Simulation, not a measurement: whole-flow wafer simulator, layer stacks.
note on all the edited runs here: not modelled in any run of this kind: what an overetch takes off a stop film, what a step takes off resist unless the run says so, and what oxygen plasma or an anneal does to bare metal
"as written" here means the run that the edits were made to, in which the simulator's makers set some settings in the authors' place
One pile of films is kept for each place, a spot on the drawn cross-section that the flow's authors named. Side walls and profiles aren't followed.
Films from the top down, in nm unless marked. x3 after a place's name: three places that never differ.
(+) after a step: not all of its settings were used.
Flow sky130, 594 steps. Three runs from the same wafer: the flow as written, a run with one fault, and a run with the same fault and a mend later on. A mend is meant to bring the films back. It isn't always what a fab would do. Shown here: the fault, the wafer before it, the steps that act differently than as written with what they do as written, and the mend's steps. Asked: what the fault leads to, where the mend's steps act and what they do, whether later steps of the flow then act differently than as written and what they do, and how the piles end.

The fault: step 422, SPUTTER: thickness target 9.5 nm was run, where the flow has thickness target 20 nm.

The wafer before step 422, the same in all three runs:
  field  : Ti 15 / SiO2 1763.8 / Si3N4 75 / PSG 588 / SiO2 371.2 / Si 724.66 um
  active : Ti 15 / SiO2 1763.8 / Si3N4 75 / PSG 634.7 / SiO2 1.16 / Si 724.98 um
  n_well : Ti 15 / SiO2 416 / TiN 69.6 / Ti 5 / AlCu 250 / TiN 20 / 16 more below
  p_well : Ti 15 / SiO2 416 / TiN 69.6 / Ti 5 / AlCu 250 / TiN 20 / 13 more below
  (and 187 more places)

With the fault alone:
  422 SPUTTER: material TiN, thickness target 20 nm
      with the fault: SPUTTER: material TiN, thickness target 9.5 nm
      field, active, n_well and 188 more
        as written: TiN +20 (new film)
        with the fault: TiN +9.5 (new film)
  Later steps of the flow that act differently than as written (9 more steps differ only slightly, by at most 2% or 0.5 nm, whichever is larger, and aren't shown):
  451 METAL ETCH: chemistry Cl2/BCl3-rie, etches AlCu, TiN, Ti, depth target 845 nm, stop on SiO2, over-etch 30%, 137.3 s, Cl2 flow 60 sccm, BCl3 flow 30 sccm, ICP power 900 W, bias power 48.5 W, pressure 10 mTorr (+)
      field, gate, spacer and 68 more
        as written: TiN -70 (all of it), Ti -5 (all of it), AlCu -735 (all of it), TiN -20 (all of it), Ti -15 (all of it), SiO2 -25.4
        with the fault: TiN -70 (all of it), Ti -5 (all of it), AlCu -735 (all of it), TiN -9.5 (all of it), Ti -15 (all of it), SiO2 -26.4
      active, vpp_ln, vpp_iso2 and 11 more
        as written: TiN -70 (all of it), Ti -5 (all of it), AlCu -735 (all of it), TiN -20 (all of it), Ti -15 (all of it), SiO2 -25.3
        with the fault: TiN -70 (all of it), Ti -5 (all of it), AlCu -735 (all of it), TiN -9.5 (all of it), Ti -15 (all of it), SiO2 -26.4
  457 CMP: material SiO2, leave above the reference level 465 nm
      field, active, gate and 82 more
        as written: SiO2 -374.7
        with the fault: SiO2 -384.1
  At the end the piles differ from the flow's by more than 2% or 0.5 nm, whichever is larger, at n_well, p_well, gate_hv and 104 more.
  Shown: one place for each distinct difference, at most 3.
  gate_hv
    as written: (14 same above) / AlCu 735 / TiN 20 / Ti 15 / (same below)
    with the fault: (14 same above) / AlCu 735 / TiN 9.5 / Ti 15 / (same below)
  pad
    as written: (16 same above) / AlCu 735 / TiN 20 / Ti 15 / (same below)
    with the fault: (16 same above) / AlCu 735 / TiN 9.5 / Ti 15 / (same below)
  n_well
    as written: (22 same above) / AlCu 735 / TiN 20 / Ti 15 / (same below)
    with the fault: (22 same above) / AlCu 735 / TiN 9.5 / Ti 15 / (same below)

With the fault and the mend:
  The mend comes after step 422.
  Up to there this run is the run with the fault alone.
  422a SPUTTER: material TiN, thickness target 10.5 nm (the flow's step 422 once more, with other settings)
      field, active, n_well and 188 more
        TiN +10.5
  No later step of the flow acts differently than as written at any place that is followed.
  At the end the piles are the same as the flow's at every place that both follow.
